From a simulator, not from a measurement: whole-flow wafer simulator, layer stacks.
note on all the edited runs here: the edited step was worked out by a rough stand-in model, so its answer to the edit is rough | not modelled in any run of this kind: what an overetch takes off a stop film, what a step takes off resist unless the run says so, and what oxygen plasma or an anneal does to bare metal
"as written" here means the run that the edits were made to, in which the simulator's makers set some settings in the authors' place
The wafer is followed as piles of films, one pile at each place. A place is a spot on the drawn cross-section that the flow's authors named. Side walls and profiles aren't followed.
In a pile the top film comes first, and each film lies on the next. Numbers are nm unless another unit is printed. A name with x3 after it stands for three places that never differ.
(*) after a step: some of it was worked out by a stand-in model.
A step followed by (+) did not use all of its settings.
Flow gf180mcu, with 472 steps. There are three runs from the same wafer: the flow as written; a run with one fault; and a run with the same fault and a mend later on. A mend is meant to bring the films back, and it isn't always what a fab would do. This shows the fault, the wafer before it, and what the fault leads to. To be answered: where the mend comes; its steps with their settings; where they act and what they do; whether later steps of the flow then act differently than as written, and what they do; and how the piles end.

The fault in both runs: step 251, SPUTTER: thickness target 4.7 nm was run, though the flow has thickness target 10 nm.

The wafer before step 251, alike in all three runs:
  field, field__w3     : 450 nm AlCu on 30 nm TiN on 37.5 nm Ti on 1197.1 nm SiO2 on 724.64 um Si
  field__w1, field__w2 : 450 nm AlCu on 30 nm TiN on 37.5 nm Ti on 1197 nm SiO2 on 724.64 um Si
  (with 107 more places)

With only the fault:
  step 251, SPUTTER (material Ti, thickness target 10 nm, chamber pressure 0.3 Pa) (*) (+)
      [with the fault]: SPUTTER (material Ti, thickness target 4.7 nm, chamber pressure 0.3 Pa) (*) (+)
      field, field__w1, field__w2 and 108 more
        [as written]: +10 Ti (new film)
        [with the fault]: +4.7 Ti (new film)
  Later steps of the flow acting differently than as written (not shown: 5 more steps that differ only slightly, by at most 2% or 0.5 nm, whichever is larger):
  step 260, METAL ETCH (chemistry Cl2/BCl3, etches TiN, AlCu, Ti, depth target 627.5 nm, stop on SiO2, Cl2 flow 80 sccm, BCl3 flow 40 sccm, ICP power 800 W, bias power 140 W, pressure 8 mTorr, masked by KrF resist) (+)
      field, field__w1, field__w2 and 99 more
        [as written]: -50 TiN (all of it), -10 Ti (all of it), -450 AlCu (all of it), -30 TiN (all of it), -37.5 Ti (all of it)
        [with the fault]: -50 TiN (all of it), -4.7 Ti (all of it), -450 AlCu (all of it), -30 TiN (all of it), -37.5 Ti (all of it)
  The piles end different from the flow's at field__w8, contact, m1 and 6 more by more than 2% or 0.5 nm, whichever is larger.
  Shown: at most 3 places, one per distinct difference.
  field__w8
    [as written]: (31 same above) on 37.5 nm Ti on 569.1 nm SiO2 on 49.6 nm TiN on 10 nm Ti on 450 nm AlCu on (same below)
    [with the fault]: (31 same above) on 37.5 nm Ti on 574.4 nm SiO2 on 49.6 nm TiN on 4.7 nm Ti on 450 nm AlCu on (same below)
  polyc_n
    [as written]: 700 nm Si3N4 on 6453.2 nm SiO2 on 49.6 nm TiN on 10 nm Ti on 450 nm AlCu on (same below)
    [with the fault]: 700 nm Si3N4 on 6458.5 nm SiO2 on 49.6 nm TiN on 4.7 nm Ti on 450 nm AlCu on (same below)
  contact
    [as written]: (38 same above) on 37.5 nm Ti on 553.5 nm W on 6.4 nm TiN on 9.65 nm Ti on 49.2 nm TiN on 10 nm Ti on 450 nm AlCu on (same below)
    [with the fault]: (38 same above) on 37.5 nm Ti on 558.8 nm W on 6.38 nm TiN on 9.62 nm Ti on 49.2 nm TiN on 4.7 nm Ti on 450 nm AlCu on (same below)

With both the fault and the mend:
  The mend stands after step 251.
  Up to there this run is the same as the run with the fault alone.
  step 251a, SPUTTER (material Ti, thickness target 5.3 nm, chamber pressure 0.3 Pa) (*) (+) (the flow's step 251 again, with other settings)
      field, field__w1, field__w2 and 108 more
        +5.3 Ti
  None of the later steps of the flow acts differently than as written at any place that is followed.
  At every place that both follow, the piles at the end match the flow's.
